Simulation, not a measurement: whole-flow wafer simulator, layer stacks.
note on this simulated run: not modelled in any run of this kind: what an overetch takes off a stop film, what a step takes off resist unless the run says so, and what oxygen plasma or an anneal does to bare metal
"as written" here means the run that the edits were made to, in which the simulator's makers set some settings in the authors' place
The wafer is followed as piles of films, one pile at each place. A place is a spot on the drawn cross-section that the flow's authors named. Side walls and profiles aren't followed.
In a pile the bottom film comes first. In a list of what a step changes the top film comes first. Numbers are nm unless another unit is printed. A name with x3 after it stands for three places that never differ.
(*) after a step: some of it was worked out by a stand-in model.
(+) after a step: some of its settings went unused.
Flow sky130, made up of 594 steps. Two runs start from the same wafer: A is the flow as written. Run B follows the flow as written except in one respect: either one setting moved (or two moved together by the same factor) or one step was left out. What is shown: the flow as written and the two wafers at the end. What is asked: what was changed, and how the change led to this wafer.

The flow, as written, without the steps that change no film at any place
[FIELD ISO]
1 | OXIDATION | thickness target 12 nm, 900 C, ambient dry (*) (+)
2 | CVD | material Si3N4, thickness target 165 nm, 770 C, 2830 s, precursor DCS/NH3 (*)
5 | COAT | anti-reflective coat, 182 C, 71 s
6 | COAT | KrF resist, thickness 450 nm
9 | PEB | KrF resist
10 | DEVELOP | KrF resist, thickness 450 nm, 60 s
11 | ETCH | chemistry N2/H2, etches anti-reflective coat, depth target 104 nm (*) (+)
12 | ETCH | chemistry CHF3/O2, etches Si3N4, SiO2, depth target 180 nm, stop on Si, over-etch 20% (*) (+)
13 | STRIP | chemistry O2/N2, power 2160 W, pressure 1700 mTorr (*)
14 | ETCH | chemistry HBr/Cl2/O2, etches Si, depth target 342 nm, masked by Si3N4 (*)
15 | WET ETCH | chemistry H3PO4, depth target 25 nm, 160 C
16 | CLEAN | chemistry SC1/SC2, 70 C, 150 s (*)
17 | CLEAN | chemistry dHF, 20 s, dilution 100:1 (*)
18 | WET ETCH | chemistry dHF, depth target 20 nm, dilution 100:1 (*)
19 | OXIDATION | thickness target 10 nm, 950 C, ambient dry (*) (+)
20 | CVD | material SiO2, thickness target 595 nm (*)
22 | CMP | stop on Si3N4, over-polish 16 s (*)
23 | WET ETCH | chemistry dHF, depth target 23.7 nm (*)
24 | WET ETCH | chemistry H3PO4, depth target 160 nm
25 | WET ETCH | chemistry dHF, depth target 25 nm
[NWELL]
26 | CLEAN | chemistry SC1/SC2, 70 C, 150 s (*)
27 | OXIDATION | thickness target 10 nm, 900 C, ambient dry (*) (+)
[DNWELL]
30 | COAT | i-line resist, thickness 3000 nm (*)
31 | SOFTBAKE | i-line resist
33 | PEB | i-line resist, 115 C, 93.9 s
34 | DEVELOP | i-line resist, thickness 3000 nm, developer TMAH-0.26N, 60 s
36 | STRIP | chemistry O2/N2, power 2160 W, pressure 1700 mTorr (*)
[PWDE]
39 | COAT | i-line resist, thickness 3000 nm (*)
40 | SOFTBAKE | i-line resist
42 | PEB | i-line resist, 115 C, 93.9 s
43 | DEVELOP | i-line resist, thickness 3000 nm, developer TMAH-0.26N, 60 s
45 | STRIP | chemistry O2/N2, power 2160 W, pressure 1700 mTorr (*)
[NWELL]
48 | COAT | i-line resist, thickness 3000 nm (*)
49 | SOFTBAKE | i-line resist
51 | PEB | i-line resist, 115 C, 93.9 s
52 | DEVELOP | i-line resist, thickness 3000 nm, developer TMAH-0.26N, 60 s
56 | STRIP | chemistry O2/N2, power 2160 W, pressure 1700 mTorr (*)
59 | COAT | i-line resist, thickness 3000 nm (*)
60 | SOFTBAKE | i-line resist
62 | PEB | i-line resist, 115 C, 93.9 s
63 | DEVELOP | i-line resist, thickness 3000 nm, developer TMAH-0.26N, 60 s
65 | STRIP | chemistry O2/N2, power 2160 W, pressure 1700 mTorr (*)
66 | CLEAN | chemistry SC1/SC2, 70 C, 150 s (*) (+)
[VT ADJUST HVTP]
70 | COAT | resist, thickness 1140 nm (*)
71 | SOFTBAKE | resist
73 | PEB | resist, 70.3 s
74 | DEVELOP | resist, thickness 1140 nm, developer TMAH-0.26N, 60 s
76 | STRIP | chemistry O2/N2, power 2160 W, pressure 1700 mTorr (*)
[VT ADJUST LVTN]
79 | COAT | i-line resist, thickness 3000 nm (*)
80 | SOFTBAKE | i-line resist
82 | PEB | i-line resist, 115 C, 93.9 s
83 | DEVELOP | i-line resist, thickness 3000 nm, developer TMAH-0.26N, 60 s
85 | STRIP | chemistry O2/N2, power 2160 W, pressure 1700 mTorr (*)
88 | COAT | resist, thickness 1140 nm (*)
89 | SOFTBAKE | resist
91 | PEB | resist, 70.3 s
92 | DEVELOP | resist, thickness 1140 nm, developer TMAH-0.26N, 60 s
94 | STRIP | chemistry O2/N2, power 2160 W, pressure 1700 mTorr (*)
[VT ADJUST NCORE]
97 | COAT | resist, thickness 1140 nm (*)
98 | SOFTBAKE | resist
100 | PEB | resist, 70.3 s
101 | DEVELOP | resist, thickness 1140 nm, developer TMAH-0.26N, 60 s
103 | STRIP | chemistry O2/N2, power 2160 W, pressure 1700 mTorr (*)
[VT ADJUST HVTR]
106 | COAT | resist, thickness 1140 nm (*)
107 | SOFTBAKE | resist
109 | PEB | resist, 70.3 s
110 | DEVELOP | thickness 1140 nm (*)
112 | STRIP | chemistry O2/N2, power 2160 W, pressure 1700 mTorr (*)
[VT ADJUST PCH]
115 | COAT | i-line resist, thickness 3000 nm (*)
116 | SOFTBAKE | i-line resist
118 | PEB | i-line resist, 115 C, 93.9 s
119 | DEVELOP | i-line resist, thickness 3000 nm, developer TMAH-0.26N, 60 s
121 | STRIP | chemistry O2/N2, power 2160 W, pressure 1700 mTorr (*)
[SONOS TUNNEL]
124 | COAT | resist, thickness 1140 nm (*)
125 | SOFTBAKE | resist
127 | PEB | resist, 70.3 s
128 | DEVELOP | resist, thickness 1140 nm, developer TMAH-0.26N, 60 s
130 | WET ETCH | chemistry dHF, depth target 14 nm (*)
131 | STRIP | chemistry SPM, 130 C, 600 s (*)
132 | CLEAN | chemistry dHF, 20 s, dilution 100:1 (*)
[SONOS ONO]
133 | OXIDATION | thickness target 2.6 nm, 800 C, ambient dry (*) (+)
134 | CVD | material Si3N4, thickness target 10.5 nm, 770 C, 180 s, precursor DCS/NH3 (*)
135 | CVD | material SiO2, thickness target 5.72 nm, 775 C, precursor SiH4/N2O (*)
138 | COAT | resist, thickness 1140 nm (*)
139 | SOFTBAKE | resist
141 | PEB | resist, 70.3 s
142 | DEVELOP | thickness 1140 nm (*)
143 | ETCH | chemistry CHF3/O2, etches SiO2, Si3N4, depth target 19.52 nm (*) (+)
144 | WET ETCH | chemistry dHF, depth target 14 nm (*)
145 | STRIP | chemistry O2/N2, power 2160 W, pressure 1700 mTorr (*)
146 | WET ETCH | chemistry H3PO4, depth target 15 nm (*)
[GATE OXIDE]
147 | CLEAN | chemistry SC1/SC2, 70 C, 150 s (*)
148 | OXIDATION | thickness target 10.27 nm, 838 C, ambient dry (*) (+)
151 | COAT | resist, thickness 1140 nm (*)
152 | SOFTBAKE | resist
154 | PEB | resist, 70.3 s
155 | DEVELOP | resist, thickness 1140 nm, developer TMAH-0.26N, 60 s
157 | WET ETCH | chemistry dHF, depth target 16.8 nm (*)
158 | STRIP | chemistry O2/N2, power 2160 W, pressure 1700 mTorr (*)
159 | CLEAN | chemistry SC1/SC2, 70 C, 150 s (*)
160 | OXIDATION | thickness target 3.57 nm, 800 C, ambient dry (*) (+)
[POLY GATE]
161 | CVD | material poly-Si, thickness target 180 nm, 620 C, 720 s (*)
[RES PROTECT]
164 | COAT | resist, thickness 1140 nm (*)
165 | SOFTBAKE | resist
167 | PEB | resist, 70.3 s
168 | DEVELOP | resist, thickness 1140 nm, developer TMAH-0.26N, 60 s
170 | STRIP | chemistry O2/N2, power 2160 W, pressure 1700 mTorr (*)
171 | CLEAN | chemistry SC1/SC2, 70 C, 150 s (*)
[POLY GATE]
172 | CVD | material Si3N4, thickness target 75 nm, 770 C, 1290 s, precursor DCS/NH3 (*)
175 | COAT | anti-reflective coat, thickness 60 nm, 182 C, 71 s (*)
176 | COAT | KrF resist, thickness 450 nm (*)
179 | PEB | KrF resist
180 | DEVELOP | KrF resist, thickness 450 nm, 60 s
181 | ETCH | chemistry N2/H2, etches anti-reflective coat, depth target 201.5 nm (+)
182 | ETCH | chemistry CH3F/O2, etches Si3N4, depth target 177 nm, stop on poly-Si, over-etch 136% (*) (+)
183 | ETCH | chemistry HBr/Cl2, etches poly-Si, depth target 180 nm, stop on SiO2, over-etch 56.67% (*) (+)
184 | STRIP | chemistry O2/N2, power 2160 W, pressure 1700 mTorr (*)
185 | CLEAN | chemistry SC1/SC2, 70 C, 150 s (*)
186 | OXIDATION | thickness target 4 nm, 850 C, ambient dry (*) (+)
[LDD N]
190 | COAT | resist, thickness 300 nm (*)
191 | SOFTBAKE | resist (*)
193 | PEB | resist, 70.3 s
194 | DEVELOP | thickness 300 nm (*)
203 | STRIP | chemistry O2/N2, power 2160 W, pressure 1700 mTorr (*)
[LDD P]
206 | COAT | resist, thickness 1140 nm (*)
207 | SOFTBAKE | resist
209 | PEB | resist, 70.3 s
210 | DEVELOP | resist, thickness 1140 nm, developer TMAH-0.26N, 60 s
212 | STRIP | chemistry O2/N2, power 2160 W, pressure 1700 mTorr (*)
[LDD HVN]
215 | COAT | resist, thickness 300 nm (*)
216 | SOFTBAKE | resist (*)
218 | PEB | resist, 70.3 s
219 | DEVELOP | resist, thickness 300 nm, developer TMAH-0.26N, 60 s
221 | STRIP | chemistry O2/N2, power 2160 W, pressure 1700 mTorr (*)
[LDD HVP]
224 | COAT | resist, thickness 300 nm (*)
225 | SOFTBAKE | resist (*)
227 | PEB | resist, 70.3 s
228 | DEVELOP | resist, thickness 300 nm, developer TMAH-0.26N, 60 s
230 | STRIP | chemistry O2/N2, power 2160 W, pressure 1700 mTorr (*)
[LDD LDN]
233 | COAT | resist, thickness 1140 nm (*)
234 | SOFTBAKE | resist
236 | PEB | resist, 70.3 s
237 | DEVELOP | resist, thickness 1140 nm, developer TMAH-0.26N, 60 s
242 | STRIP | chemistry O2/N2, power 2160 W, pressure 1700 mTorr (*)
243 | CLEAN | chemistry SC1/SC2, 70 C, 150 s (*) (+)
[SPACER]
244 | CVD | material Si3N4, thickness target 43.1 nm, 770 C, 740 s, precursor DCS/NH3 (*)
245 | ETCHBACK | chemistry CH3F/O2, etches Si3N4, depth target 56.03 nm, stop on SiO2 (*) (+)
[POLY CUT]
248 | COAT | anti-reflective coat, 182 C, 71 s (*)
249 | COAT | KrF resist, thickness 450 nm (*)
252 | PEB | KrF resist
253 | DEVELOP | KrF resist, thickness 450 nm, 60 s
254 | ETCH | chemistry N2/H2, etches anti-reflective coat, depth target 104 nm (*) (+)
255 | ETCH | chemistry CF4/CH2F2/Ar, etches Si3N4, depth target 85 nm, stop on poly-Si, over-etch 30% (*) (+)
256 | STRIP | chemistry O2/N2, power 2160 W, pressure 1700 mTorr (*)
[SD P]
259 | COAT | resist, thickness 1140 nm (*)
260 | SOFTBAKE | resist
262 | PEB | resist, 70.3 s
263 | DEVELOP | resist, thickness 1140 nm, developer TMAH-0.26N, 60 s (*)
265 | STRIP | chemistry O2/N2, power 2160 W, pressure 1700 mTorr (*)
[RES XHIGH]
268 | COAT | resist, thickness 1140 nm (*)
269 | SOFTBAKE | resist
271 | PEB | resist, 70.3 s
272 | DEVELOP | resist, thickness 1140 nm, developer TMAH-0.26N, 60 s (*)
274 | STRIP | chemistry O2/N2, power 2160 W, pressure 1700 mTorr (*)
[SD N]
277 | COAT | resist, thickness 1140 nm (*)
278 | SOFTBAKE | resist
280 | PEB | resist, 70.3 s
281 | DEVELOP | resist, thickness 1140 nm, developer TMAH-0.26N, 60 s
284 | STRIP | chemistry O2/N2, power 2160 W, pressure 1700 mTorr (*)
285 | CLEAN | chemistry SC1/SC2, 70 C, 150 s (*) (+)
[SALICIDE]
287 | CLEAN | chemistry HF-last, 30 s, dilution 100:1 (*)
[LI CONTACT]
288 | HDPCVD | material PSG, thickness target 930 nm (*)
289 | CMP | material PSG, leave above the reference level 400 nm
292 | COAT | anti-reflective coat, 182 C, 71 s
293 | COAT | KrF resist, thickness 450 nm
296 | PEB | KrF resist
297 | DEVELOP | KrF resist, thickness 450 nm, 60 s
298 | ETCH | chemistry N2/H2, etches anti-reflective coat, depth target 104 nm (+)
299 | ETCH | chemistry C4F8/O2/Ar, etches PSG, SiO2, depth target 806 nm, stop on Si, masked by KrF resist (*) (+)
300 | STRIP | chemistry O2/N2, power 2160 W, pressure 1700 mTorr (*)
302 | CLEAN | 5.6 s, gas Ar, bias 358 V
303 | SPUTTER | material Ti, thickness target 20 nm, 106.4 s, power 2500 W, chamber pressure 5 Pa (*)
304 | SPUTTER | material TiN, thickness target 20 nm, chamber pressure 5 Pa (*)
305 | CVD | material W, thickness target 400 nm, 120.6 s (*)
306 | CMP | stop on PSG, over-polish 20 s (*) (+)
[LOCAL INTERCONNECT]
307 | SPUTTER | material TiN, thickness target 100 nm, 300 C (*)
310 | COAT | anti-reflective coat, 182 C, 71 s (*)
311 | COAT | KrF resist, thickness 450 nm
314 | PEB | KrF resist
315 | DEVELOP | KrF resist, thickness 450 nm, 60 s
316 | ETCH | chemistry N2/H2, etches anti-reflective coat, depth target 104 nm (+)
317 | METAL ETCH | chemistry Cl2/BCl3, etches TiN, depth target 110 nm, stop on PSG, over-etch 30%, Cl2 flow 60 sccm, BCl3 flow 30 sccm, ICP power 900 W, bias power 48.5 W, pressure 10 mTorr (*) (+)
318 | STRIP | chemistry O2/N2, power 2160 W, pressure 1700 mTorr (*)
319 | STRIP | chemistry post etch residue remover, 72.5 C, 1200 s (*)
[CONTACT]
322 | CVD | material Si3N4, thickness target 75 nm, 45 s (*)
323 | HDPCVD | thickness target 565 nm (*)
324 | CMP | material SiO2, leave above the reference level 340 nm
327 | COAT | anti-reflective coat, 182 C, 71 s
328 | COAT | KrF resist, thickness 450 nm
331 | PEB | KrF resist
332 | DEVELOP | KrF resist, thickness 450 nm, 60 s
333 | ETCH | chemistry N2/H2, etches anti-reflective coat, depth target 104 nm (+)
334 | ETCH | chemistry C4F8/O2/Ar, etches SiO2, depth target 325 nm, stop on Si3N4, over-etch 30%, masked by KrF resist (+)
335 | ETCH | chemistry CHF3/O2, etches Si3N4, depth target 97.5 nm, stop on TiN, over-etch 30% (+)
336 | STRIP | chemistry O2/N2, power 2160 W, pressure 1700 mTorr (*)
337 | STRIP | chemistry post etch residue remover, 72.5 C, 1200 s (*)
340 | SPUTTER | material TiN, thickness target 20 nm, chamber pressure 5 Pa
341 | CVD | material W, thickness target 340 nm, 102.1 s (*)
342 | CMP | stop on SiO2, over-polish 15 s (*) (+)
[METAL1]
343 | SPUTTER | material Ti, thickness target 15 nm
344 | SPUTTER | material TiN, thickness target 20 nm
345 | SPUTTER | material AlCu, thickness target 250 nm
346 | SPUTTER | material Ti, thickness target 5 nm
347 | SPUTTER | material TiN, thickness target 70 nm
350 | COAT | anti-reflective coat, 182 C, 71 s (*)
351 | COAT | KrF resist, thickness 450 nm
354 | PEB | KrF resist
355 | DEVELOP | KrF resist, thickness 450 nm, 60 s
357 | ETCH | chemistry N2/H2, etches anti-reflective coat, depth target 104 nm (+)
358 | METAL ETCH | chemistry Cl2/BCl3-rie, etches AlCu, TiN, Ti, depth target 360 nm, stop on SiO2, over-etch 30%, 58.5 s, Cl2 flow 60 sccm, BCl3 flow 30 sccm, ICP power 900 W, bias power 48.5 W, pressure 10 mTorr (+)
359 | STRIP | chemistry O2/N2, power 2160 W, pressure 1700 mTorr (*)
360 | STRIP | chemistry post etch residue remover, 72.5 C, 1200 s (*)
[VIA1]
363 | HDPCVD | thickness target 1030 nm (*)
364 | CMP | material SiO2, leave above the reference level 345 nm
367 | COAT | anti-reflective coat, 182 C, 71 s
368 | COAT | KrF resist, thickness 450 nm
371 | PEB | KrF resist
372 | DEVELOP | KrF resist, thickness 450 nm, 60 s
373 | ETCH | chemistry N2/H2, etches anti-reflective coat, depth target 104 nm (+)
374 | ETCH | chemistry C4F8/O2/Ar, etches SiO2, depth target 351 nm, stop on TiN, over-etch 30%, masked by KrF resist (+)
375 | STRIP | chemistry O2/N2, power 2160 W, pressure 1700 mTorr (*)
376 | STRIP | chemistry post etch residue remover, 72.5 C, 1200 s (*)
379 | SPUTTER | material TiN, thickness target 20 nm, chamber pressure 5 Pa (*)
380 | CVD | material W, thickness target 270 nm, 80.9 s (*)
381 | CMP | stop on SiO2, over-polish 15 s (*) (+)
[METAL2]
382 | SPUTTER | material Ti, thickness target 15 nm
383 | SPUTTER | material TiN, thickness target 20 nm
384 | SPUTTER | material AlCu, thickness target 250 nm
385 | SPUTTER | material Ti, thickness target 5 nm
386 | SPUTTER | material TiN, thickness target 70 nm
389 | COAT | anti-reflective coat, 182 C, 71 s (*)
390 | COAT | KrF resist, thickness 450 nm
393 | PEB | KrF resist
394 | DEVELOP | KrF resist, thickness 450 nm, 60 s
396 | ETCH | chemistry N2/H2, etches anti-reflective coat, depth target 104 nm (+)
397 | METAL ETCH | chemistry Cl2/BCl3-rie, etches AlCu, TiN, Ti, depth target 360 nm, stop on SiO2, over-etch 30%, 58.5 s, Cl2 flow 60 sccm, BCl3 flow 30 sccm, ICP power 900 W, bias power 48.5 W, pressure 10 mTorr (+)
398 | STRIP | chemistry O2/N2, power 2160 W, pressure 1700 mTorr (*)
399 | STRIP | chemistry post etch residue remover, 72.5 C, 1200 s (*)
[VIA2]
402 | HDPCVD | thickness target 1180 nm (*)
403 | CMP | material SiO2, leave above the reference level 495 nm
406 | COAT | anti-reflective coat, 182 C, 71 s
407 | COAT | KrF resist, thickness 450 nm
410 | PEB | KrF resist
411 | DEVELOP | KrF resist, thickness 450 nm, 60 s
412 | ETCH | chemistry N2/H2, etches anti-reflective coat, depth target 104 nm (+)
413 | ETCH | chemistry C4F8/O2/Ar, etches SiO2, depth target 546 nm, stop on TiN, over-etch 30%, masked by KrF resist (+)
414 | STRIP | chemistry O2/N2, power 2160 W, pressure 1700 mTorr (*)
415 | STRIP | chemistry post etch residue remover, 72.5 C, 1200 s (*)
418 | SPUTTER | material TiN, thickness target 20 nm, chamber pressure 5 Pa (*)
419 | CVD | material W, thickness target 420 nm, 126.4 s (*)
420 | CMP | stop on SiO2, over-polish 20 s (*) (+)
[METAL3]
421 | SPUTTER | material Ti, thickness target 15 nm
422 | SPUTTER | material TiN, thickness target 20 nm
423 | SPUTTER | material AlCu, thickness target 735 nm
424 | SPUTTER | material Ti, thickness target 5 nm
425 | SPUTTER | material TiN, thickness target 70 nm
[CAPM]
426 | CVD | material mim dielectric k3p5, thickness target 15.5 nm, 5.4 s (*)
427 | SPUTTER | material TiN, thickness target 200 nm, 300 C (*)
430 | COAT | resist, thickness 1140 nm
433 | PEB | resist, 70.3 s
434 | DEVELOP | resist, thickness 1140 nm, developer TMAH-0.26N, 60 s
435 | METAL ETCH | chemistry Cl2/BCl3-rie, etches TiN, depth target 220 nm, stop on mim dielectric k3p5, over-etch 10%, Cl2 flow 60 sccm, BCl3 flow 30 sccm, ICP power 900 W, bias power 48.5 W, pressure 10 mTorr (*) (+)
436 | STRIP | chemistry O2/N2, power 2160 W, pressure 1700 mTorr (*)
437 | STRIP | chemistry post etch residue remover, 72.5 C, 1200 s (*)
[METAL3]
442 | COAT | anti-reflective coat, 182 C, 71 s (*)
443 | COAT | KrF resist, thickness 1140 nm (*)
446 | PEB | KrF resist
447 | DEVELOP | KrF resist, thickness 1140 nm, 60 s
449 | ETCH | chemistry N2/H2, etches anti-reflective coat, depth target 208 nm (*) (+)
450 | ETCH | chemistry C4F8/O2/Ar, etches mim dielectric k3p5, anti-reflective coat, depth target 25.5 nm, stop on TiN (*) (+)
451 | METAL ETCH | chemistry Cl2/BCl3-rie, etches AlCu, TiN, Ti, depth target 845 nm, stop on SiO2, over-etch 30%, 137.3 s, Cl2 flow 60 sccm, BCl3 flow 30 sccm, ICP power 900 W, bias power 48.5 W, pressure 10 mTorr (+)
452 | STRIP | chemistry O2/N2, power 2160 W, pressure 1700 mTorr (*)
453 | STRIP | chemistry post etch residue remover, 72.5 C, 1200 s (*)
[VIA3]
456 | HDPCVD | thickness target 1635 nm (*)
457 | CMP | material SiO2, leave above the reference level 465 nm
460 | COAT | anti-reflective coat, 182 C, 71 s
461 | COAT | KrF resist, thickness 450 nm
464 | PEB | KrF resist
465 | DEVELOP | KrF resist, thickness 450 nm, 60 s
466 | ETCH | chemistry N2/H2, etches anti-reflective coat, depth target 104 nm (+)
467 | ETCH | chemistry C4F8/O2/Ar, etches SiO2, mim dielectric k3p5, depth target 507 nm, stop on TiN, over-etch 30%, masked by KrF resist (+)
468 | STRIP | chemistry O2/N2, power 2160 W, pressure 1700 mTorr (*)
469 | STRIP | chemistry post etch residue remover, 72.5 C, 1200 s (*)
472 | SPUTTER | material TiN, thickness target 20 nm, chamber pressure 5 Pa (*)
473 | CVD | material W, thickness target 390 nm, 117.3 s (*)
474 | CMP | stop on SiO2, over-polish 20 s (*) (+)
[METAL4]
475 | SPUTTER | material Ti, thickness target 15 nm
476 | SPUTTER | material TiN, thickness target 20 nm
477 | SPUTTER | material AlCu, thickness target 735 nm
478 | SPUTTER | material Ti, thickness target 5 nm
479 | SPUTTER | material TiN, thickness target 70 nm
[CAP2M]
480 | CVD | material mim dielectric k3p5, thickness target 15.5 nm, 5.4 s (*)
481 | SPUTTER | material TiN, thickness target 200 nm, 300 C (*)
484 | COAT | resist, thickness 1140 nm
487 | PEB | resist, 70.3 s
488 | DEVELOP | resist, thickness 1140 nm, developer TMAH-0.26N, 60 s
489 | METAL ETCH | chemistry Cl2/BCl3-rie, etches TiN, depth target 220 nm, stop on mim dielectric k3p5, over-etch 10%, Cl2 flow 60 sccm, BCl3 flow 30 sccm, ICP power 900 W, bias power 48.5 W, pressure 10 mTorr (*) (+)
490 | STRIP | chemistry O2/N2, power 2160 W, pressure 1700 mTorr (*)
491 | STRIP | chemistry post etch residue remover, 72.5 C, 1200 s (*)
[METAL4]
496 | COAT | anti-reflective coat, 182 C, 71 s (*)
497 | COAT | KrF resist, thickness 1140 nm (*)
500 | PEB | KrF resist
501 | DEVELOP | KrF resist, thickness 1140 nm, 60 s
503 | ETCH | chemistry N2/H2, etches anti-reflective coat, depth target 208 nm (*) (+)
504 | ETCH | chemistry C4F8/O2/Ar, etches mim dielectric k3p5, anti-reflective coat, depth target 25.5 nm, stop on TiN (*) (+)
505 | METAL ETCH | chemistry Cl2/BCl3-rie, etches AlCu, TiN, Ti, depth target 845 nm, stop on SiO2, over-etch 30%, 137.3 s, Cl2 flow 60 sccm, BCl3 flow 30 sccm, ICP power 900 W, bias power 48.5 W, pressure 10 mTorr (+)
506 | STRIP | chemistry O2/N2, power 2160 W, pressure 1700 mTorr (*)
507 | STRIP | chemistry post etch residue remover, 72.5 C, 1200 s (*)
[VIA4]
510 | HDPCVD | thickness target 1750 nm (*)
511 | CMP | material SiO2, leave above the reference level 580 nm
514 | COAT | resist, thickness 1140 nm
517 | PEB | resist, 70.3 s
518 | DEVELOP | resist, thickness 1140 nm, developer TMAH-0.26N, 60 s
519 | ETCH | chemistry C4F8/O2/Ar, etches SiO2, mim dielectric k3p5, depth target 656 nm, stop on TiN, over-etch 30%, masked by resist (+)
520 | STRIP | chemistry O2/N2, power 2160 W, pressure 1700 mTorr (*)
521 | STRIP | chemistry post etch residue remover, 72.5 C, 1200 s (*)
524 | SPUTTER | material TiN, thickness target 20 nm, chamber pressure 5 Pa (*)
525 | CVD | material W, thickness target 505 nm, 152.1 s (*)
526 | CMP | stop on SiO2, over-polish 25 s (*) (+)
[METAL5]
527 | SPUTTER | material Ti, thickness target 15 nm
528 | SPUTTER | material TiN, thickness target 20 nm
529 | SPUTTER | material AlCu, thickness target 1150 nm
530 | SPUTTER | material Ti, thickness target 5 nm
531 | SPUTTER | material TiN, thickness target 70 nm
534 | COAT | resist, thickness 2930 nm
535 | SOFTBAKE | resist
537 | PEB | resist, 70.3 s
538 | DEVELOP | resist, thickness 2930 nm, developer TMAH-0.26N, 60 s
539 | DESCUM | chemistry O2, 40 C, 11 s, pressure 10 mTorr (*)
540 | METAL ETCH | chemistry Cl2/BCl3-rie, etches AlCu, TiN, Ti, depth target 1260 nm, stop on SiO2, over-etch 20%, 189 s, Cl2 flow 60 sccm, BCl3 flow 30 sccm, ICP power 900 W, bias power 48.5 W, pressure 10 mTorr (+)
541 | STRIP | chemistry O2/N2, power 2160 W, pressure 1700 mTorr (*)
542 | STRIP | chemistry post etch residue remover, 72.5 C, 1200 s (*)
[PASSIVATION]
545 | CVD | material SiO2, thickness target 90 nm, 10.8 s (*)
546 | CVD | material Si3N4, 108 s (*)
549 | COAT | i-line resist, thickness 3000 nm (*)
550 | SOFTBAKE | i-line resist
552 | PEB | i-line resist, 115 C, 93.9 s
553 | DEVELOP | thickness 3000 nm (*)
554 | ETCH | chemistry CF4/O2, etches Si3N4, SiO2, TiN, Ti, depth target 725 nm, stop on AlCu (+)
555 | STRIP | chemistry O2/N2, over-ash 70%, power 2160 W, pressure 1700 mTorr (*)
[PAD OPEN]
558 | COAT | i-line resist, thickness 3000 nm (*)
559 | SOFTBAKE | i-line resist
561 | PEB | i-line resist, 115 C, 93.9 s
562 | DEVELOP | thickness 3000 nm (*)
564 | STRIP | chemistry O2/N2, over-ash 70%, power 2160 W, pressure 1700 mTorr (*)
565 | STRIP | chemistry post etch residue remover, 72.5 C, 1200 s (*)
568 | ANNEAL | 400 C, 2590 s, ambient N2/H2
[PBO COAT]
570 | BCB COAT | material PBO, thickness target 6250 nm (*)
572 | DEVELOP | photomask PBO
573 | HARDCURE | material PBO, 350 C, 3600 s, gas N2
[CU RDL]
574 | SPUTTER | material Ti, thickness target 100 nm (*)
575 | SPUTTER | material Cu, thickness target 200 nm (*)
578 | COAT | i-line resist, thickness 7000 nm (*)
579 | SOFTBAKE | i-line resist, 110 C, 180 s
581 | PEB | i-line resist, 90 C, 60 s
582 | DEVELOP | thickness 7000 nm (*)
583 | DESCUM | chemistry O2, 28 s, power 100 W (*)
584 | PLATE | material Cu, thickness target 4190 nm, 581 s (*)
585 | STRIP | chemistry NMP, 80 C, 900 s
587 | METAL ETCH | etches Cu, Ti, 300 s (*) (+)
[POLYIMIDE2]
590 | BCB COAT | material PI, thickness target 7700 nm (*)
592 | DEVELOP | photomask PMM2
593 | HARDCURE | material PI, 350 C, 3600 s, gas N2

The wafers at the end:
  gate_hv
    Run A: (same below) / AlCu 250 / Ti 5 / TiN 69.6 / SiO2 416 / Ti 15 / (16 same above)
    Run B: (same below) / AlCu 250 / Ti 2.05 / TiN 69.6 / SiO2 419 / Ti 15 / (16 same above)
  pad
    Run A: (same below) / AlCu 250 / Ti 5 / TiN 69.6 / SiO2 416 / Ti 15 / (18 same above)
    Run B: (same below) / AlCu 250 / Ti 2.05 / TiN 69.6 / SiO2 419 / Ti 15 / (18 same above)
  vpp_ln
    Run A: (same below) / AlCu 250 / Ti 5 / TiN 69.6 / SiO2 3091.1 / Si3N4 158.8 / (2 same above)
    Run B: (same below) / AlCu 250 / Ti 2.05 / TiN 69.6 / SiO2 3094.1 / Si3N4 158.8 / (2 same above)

The reason: step 385, SPUTTER: thickness target 2.05 nm was run, though the flow has thickness target 5 nm.
The wafer lets one read it off: gate_hv has Ti 2.05, and step 385 as written asks for 5 nm.

How this came from the change, step by step:
  385 | SPUTTER | material Ti, thickness target 5 nm
      field, active, n_well and 188 more: A Ti gains 5 (new film) | B Ti gains 2.05 (new film)
  397 | METAL ETCH | chemistry Cl2/BCl3-rie, etches AlCu, TiN, Ti, depth target 360 nm, stop on SiO2, over-etch 30%, 58.5 s, Cl2 flow 60 sccm, BCl3 flow 30 sccm, ICP power 900 W, bias power 48.5 W, pressure 10 mTorr (+)
      field, active, gate and 82 more: A TiN loses 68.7 (all of it), Ti loses 5 (all of it), AlCu loses 250 (all of it), TiN loses 20 (all of it), Ti loses 15 (all of it), SiO2 loses 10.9 | B TiN loses 68.7 (all of it), Ti loses 2.05 (all of it), AlCu loses 250 (all of it), TiN loses 20 (all of it), Ti loses 15 (all of it), SiO2 loses 11.2
